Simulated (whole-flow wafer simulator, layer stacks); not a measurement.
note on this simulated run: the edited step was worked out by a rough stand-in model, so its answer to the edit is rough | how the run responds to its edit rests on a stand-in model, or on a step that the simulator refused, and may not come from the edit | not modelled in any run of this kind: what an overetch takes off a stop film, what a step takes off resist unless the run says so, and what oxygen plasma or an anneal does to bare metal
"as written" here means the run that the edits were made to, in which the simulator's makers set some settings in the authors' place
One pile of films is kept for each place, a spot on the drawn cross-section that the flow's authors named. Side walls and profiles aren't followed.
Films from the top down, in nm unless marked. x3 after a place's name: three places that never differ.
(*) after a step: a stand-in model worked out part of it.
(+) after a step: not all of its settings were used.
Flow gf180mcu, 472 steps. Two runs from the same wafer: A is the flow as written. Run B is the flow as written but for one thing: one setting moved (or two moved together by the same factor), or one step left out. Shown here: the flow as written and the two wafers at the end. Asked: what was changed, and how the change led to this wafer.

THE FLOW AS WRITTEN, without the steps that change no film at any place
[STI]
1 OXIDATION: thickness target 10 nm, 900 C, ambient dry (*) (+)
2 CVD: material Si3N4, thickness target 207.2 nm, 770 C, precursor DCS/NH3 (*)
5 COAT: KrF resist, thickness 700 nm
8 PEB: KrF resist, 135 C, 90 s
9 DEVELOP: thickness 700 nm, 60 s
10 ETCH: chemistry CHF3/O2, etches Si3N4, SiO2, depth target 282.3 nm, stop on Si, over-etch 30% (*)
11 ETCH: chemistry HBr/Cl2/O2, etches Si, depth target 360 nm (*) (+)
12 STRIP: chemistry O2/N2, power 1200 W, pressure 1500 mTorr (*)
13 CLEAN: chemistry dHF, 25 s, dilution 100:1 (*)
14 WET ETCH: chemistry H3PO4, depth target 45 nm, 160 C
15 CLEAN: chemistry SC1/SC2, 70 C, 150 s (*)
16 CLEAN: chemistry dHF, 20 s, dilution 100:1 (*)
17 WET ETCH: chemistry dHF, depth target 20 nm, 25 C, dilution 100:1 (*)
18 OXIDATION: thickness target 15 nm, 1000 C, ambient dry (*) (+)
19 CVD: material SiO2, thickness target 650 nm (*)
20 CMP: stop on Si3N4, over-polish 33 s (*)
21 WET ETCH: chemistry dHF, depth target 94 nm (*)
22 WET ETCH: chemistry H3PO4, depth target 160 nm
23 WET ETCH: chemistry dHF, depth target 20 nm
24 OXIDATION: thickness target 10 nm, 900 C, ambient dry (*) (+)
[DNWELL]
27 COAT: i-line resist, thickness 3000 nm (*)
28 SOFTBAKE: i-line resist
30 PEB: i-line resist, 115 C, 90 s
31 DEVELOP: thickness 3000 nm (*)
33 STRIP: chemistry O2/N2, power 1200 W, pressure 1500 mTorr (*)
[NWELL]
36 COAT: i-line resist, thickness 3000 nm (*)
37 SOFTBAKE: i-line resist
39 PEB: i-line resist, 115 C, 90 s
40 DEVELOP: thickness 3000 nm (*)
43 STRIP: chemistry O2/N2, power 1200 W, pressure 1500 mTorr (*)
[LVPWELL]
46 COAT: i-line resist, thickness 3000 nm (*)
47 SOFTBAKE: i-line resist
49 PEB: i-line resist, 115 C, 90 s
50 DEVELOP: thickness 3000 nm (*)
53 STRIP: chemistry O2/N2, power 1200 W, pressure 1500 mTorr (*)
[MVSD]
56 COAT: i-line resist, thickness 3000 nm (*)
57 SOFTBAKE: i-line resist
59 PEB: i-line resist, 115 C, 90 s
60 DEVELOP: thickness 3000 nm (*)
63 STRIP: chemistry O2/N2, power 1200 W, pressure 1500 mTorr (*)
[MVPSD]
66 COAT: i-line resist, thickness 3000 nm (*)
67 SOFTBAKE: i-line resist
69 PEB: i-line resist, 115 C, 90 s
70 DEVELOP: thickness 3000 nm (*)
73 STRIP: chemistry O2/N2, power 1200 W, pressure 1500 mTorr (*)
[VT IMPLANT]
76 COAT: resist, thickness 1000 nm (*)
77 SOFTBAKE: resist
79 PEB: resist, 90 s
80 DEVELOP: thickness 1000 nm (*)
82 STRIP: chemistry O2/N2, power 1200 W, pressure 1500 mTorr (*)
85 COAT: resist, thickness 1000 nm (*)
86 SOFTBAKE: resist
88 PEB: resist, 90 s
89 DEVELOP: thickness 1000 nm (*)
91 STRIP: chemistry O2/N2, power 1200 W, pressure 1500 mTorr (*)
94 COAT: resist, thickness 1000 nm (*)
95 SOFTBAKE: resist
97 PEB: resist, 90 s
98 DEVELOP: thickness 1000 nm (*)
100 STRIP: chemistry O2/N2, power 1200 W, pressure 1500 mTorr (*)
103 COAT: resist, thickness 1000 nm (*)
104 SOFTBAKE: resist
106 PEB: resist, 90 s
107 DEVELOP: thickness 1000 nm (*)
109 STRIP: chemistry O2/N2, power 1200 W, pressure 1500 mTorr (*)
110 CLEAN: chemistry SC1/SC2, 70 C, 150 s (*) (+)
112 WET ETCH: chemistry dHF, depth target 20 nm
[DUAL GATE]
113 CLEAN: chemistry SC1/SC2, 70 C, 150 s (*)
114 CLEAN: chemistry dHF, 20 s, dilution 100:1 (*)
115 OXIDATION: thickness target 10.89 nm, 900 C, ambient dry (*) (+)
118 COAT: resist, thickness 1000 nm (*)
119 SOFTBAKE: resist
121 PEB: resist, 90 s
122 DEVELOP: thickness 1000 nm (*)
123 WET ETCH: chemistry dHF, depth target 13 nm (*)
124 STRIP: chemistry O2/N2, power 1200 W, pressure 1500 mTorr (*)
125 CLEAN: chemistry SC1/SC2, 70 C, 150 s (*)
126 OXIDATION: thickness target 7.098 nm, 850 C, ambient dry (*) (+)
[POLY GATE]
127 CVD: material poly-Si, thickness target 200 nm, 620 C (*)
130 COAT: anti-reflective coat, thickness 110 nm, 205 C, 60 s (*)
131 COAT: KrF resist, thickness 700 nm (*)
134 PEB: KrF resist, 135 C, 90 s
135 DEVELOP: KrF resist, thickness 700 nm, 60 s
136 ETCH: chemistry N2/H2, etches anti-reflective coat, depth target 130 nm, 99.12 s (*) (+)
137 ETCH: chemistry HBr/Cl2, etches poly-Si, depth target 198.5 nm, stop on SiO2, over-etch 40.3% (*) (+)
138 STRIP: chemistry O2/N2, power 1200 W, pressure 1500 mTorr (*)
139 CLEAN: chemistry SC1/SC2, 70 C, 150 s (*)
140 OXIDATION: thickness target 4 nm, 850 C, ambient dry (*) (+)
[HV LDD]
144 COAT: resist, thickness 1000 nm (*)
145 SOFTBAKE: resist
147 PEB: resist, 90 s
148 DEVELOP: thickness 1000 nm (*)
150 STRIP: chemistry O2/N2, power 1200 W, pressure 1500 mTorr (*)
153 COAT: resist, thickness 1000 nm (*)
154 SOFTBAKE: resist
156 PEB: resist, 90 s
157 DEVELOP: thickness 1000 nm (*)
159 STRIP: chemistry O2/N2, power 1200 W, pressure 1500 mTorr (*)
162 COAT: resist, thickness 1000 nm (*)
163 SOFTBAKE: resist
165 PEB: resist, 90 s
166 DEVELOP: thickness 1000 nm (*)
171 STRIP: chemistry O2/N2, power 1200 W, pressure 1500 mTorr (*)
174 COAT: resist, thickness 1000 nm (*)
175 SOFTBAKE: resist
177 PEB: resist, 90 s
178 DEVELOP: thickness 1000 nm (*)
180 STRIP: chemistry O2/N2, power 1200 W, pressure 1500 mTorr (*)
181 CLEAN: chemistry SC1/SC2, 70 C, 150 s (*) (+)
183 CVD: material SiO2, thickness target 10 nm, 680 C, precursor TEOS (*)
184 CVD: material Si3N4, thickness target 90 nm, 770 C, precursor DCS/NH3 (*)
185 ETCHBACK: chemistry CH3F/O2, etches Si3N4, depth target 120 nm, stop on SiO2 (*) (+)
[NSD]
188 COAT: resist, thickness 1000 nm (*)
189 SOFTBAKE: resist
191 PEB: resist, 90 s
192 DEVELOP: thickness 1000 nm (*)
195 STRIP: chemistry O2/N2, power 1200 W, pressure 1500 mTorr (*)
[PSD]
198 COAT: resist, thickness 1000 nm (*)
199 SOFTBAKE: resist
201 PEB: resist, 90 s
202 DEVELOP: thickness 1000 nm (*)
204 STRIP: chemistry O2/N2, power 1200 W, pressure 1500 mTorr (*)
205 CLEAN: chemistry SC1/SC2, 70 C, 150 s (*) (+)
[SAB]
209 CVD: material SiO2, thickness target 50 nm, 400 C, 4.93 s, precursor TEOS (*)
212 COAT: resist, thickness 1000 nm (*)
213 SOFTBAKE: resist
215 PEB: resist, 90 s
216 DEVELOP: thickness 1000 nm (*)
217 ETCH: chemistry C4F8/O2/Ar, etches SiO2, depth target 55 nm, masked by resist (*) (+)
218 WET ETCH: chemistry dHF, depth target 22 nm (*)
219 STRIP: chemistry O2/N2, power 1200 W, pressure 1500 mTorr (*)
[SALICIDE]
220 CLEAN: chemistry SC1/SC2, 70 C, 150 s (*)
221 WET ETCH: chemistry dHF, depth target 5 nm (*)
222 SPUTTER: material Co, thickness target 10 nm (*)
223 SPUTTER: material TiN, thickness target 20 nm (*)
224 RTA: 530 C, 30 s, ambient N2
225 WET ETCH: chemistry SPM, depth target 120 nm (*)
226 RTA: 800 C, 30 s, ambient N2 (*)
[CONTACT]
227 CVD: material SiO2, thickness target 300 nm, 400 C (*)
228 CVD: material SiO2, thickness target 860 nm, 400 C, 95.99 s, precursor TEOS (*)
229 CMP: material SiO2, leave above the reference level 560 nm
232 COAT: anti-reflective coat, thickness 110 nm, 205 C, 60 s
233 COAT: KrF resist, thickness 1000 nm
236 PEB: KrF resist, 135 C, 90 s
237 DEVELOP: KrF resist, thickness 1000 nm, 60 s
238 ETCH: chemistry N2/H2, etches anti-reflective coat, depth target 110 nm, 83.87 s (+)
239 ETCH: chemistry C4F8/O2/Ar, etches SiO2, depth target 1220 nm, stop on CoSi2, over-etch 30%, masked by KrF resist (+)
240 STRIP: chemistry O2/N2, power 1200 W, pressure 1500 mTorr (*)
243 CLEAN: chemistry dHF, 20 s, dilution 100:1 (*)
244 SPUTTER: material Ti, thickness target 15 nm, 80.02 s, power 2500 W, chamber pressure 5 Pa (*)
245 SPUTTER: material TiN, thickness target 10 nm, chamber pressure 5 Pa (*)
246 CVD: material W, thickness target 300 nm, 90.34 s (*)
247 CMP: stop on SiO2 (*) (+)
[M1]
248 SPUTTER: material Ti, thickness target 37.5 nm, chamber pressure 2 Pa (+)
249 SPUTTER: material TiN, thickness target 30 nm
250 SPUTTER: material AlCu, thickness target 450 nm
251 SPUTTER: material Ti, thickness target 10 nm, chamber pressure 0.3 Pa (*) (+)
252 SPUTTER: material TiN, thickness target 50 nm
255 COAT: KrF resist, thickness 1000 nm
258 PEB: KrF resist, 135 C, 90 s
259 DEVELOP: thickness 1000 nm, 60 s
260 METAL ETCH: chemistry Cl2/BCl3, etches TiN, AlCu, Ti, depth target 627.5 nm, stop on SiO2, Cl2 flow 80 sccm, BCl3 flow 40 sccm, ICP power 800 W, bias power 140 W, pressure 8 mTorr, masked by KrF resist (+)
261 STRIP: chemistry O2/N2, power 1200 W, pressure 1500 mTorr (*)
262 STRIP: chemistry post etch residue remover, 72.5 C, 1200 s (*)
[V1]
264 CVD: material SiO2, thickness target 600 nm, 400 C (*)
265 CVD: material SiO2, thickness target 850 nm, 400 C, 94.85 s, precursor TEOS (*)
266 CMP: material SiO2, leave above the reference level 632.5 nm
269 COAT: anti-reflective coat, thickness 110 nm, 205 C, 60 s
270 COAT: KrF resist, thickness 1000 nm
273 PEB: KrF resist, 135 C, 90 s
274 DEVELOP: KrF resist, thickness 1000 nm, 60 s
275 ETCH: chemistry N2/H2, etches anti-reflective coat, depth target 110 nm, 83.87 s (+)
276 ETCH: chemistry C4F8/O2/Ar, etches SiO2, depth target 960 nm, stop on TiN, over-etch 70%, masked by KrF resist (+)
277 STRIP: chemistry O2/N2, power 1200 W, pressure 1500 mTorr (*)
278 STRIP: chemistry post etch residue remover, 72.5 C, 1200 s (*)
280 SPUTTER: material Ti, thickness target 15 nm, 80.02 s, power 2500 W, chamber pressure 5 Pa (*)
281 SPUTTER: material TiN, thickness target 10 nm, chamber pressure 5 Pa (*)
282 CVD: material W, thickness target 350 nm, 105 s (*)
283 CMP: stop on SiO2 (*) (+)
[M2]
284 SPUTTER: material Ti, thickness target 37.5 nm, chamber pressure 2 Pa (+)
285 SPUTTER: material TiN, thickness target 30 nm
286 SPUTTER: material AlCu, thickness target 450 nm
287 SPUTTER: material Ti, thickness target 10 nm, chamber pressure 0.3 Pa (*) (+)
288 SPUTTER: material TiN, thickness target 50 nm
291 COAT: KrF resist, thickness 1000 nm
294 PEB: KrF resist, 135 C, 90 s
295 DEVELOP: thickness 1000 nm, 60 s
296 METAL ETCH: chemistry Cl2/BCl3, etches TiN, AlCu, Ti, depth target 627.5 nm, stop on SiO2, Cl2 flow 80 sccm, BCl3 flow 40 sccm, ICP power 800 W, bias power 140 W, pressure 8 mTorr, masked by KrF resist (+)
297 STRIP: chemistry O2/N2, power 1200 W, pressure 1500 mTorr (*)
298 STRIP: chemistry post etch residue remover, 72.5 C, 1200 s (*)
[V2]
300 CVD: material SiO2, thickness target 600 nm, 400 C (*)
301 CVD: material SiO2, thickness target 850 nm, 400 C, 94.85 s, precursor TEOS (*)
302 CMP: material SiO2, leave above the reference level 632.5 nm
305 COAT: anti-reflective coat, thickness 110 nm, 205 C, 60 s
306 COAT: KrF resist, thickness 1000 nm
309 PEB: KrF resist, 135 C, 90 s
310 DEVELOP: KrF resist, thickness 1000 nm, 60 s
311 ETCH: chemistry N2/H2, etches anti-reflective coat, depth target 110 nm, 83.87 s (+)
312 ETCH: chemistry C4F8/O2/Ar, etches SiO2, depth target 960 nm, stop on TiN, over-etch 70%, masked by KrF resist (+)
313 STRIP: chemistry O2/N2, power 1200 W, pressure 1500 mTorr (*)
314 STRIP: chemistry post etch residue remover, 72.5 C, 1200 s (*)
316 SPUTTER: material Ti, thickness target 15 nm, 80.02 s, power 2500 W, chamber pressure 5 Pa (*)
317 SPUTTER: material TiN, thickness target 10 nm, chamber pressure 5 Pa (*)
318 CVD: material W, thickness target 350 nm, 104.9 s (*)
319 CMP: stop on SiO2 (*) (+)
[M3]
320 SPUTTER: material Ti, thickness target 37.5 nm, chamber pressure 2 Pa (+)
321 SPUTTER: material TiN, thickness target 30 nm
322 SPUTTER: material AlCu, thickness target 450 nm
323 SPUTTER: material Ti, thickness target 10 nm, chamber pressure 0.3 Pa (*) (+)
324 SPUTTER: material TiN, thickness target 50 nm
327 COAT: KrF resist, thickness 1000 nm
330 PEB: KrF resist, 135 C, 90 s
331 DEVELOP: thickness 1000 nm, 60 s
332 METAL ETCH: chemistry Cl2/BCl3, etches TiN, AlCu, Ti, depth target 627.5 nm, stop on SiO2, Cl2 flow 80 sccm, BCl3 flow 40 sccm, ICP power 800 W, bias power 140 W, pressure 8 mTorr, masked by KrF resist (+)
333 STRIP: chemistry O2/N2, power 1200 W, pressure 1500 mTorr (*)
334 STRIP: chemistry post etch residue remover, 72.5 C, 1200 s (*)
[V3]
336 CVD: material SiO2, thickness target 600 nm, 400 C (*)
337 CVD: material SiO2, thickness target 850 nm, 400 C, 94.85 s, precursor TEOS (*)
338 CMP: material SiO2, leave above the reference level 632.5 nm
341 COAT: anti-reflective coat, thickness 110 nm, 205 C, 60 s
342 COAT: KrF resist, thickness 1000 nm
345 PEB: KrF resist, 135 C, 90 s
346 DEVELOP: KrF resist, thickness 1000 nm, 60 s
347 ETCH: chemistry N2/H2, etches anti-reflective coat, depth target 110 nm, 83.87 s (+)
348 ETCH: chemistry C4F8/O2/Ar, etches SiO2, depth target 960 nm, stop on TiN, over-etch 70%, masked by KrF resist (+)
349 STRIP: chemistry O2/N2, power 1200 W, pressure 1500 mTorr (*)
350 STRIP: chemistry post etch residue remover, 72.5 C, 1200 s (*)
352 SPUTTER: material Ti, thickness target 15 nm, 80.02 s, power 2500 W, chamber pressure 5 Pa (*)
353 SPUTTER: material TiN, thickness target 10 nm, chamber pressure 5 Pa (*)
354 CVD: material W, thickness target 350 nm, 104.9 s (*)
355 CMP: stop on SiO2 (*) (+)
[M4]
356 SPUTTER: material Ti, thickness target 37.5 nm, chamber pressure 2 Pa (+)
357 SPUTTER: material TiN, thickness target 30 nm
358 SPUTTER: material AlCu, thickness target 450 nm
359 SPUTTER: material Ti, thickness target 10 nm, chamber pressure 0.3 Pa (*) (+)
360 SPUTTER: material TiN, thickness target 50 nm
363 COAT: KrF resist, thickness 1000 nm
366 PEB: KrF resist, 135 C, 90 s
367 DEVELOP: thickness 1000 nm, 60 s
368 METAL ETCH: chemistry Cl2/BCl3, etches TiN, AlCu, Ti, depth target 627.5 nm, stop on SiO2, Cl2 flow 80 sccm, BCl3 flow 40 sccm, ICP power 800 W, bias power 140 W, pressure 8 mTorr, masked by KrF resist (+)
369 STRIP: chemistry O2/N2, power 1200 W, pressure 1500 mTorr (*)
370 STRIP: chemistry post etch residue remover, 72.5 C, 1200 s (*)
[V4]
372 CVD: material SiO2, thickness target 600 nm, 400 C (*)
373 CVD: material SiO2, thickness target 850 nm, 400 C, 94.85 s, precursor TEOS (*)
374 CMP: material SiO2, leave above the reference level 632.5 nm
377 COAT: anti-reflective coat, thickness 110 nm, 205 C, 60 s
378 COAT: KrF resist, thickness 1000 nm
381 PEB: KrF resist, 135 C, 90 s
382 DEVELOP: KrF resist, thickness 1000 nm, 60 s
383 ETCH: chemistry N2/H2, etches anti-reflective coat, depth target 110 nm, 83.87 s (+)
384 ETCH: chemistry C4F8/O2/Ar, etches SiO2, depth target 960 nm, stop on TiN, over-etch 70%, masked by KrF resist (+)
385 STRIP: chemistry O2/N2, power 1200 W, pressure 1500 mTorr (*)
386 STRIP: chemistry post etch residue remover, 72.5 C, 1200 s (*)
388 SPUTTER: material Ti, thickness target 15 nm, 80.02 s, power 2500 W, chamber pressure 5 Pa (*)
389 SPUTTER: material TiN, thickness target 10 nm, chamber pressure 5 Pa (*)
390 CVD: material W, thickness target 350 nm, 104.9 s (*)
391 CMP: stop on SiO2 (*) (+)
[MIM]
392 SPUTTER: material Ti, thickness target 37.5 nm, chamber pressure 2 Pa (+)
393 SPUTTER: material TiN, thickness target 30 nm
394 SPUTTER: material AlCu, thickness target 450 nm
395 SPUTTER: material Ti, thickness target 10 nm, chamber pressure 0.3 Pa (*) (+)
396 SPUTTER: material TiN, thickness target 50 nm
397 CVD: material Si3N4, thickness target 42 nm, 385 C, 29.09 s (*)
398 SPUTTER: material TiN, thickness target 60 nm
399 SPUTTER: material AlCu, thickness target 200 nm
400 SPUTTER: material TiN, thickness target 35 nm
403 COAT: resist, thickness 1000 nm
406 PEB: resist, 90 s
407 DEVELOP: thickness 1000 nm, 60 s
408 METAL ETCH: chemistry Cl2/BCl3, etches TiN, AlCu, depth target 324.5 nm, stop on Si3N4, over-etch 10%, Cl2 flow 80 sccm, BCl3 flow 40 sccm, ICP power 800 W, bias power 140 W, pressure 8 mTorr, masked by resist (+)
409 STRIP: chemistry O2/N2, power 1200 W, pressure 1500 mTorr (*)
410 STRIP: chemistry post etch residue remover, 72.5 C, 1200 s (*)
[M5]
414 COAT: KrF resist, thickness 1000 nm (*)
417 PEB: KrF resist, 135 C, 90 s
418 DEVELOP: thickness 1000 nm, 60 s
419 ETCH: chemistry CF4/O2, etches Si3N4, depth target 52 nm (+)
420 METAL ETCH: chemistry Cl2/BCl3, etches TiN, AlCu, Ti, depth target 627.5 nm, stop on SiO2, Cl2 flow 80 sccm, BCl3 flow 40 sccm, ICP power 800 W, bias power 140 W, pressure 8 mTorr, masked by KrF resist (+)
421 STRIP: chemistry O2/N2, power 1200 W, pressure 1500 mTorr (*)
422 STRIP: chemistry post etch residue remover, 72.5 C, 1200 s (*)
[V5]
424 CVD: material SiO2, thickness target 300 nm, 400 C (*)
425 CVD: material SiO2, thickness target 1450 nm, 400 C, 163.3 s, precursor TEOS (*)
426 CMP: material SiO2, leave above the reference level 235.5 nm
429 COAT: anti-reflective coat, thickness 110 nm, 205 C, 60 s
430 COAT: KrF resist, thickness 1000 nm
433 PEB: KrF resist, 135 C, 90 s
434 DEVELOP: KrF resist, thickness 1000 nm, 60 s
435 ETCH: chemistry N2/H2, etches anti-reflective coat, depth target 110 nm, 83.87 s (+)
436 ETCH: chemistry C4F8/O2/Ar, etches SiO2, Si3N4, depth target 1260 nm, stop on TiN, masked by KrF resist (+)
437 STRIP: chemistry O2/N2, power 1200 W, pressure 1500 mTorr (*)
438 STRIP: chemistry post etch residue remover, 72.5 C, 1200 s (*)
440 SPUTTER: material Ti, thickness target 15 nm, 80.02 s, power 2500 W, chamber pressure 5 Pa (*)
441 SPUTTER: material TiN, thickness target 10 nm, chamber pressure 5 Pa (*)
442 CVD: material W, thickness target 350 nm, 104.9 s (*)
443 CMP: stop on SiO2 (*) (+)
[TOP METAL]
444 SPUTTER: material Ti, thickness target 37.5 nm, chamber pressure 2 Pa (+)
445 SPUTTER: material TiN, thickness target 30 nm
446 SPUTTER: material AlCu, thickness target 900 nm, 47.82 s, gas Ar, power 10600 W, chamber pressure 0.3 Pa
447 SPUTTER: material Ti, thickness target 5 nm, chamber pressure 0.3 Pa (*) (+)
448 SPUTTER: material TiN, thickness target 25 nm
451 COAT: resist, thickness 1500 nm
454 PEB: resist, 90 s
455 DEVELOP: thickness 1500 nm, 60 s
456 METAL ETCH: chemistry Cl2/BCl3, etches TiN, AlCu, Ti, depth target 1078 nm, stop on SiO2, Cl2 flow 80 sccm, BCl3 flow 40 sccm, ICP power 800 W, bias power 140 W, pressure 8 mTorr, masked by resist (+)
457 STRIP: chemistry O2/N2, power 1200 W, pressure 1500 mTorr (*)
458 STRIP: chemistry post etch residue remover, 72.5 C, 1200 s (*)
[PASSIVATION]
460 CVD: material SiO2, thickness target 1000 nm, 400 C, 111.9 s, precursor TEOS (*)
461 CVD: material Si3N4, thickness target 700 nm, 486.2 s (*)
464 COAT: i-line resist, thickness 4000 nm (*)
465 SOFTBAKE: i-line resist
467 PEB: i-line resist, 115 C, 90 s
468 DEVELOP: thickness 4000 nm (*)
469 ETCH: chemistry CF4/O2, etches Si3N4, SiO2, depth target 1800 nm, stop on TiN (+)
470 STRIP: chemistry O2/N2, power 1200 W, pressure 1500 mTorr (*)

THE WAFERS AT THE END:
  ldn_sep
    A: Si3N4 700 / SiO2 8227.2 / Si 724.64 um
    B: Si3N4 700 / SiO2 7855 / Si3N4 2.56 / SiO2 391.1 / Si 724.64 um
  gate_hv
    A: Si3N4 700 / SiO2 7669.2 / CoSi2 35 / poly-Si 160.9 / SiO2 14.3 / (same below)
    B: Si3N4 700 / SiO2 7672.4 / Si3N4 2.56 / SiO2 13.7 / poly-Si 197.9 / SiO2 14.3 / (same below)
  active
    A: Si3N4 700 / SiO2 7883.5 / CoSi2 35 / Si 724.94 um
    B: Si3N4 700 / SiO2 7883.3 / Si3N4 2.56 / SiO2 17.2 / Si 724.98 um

The cause: step 185, ETCHBACK: depth target 83.28 nm was run, where the flow has depth target 120 nm.

How the change led to this, step by step:
  185 ETCHBACK: chemistry CH3F/O2, etches Si3N4, depth target 120 nm, stop on SiO2 (*) (+)
      field, field__w1, field__w2 and 100 more: A Si3N4 -90 (all of it), SiO2 -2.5 | B Si3N4 -83.3
  189 SOFTBAKE: resist
      field__w9: A resist +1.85 | B resist -1.08
      nw_enc_fld_lv: A resist +0.58 | B resist +1.62
  199 SOFTBAKE: resist
      field__w9: A resist +1.85 | B resist -1.08
      nw_enc_fld_lv: A resist +0.58 | B resist +1.62
  205 CLEAN: chemistry SC1/SC2, 70 C, 150 s (*) (+)
      field, field__w1, field__w2 and 105 more: A SiO2 -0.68 | B Si3N4 -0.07
  209 CVD: material SiO2, thickness target 50 nm, 400 C, 4.93 s, precursor TEOS (*)
      field, field__w7, field__w8 and 73 more: A SiO2 +50 | B SiO2 +50 (new film)
      field_sub__w1, field_sub__w3, field_sub__w4, field_sub__w5, ld_drift_n: A SiO2 +48.9 | B SiO2 +48.8 (new film)
      (and at 27 more places)
  217 ETCH: chemistry C4F8/O2/Ar, etches SiO2, depth target 55 nm, masked by resist (*) (+)
      field, field__w7, field__w8 and 70 more: A SiO2 -55 | B SiO2 -50 (all of it), Si3N4 -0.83
      field_sub__w1, field_sub__w3, field_sub__w4, field_sub__w5, ld_drift_n: A SiO2 -55 | B SiO2 -48.8 (all of it), Si3N4 -1.03
      (and at 21 more places)
  218 WET ETCH: chemistry dHF, depth target 22 nm (*)
      gate, gate_hv, gate_p and 23 more: A SiO2 -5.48 (all of it) | B Si3N4 -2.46
      field, field__w10, sti and 14 more: A SiO2 -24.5 | B Si3N4 -2.46
      (and at 56 more places)
  219 STRIP: chemistry O2/N2, power 1200 W, pressure 1500 mTorr (*)
      gate, gate_hv, gate_p and 23 more: A chemical SiO2 +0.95 (new film), poly-Si -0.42 | B nothing
      active, p_well, sd_n and 20 more: A chemical SiO2 +0.95 (new film), Si -0.42 | B nothing
  220 CLEAN: chemistry SC1/SC2, 70 C, 150 s (*)
      field, field__w1, field__w2 and 47 more: A SiO2 -0.68 | B Si3N4 -0.07
  221 WET ETCH: chemistry dHF, depth target 5 nm (*)
      active, p_well, gate and 46 more: A chemical SiO2 -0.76 (all of it) | B Si3N4 -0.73
      field, field__w1, field__w2 and 23 more: A SiO2 -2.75 | B Si3N4 -0.73
      (and at 24 more places)
  222 SPUTTER: material Co, thickness target 10 nm (*)
      ld_drift_p: A Co +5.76 (new film) | B Co +6.28 (new film)
  224 RTA: 530 C, 30 s, ambient N2
      gate, gate_hv, gate_p and 22 more: A under 1 film: CoSi +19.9 (new film), Co -10 (all of it), poly-Si -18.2 | B nothing
      active, p_well, sd_n and 11 more: A under 1 film: CoSi +19.9 (new film), Co -10 (all of it), Si -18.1 | B nothing
      (and at 10 more places)
  225 WET ETCH: chemistry SPM, depth target 120 nm (*)
      active, p_well, gate and 36 more: A TiN -20 (all of it) | B TiN -20 (all of it), Co -10 (all of it)
      sd_p: A TiN -17.9 (all of it) | B TiN -18.3 (all of it), Co -9.24 (all of it)
      (and at 10 more places)
  226 RTA: 800 C, 30 s, ambient N2 (*)
      gate, gate_hv, gate_p and 22 more: A CoSi2 +35 (new film), CoSi -19.9 (all of it), poly-Si -18.2 | B nothing
      active, p_well, sd_n and 11 more: A CoSi2 +35 (new film), CoSi -19.9 (all of it), Si -18.1 | B nothing
      (and at 10 more places)
  227 CVD: material SiO2, thickness target 300 nm, 400 C (*)
      field, field__w1, field__w2 and 47 more: A SiO2 +300 | B SiO2 +300 (new film)
  228 CVD: material SiO2, thickness target 860 nm, 400 C, 95.99 s, precursor TEOS (*)
      ld_drift_p: A SiO2 +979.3 | B SiO2 +958.1
  ... 5 more steps ...
  471 ANNEAL: 400 C, 1800 s, ambient N2/H2
      polyc_n, polyc_p: A nothing | B under 9 films: void +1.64 (new film), Ti -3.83, TiSi first +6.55 (new film), poly-Si -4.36
      contact: A nothing | B under 49 films: void +1.62 (new film), Ti -3.83, TiSi first +6.55 (new film), Si -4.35
Counting metal films that touch as one body, gate_hv has 0 bodies; the flow as written gives 1 body.
Counting metal films that touch as one body, active has 0 bodies; the flow as written gives 1 body.
